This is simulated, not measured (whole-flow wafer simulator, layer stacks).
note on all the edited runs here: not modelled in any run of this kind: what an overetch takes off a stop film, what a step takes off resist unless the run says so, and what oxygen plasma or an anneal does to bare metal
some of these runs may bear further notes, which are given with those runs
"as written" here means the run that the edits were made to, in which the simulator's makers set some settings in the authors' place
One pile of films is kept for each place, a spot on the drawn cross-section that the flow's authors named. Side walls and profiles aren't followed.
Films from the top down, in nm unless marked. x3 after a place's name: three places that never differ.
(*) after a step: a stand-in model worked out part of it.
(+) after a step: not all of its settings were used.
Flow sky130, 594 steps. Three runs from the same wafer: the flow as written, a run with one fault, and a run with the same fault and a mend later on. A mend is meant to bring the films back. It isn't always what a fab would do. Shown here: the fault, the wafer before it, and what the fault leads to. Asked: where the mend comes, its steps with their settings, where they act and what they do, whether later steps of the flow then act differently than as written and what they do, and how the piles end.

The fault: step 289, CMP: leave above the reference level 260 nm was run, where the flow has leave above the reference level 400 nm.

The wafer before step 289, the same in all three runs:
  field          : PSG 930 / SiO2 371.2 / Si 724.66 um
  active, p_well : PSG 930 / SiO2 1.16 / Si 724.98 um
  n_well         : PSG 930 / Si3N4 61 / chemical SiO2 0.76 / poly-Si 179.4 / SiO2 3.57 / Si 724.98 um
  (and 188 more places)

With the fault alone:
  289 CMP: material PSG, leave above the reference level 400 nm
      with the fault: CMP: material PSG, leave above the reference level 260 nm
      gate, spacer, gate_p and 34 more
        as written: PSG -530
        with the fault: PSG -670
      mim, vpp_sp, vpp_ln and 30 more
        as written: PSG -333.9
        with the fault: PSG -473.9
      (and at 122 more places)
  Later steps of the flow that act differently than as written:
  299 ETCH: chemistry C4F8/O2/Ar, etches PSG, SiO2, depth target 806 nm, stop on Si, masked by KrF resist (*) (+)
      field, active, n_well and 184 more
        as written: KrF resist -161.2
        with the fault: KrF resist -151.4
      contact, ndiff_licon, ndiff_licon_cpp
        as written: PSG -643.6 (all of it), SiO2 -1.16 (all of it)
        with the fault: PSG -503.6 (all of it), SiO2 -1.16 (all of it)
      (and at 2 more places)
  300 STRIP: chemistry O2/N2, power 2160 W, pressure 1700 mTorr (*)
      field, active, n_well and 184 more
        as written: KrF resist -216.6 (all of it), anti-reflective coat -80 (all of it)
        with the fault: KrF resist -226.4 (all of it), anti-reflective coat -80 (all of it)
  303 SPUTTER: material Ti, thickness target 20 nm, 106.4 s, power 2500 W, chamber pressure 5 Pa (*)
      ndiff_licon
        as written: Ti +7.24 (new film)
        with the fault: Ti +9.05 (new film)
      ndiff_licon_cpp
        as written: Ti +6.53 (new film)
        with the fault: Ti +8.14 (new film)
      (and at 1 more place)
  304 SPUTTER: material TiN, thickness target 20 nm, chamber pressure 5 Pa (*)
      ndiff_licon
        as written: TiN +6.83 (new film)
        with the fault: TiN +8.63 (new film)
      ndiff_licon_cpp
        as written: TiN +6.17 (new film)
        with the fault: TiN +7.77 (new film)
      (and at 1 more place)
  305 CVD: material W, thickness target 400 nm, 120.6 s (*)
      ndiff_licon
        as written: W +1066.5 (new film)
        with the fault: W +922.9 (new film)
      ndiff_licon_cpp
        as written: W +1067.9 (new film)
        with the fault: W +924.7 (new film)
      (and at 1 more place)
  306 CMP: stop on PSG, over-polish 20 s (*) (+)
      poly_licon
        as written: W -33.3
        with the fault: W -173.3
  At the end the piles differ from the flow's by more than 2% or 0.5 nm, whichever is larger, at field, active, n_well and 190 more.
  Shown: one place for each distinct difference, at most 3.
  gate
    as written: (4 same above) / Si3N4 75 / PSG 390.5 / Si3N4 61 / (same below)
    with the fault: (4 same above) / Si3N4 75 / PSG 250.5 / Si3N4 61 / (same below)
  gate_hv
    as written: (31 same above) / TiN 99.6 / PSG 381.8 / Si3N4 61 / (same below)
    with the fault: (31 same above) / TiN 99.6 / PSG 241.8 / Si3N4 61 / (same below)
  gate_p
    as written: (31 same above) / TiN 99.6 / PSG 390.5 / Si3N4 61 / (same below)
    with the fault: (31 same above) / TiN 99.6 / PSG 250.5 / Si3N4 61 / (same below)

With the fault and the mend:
  The mend comes after step 289.
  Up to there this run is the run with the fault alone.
  289a HDPCVD: material PSG, thickness target 140 nm (*) (the flow's step 288 once more, with other settings)
      field, active, n_well and 189 more
        PSG +140
  No later step of the flow acts differently than as written, at any place that is followed, by more than 2% or 0.5 nm, whichever is larger.
  At the end the piles differ from the flow's only slightly at the places that both follow, by at most 2% or 0.5 nm, whichever is larger.
